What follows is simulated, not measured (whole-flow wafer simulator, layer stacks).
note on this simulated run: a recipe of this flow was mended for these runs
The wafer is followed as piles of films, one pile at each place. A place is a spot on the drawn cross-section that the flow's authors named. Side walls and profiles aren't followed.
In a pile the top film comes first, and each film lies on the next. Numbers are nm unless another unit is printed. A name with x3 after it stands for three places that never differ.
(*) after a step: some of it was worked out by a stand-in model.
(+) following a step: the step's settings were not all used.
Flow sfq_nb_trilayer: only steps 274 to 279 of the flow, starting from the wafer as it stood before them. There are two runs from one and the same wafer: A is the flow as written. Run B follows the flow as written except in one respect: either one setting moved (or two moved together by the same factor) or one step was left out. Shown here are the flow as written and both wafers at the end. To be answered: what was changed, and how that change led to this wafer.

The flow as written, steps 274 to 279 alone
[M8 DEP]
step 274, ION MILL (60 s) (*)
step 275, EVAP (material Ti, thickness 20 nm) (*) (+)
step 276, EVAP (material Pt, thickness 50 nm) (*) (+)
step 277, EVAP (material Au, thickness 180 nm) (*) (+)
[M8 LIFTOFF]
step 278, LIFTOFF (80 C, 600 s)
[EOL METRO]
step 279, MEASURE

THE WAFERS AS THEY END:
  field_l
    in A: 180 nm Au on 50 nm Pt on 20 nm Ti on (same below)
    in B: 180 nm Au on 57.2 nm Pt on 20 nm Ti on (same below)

Cause: step 276, EVAP: thickness 57.2 nm was run, though the flow has thickness 50 nm.
One can read it off the wafer: field_l has Pt 57.2, and step 276 as written asks for 50 nm.

How this came from the change, step by step:
  step 276, EVAP (material Pt, thickness 50 nm) (*) (+)
      field_l, v_sur x3, via_wl x2 and 100 more: A Pt gains 50 (new film) | B Pt gains 57.2 (new film)
  step 278, LIFTOFF (80 C, 600 s)
      p4_fl x5, p4_w1 x9, p3_s0 x11 and 49 more: A Au loses 180 (all of it), Pt loses 50 (all of it), Ti loses 20 (all of it), KrF-resist-other-grade loses 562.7 (all of it), lift-off-underlayer loses 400 (all of it) | B Au loses 180 (all of it), Pt loses 57.2 (all of it), Ti loses 20 (all of it), KrF-resist-other-grade loses 562.7 (all of it), lift-off-underlayer loses 400 (all of it)
      r_sur, res, r_end: A Au loses 180 (all of it), Pt loses 50 (all of it), Ti loses 20 (all of it), KrF-resist-other-grade loses 559.9 (all of it), lift-off-underlayer loses 399.5 (all of it) | B Au loses 180 (all of it), Pt loses 57.2 (all of it), Ti loses 20 (all of it), KrF-resist-other-grade loses 559.9 (all of it), lift-off-underlayer loses 399.5 (all of it)
      (also at 18 further places)
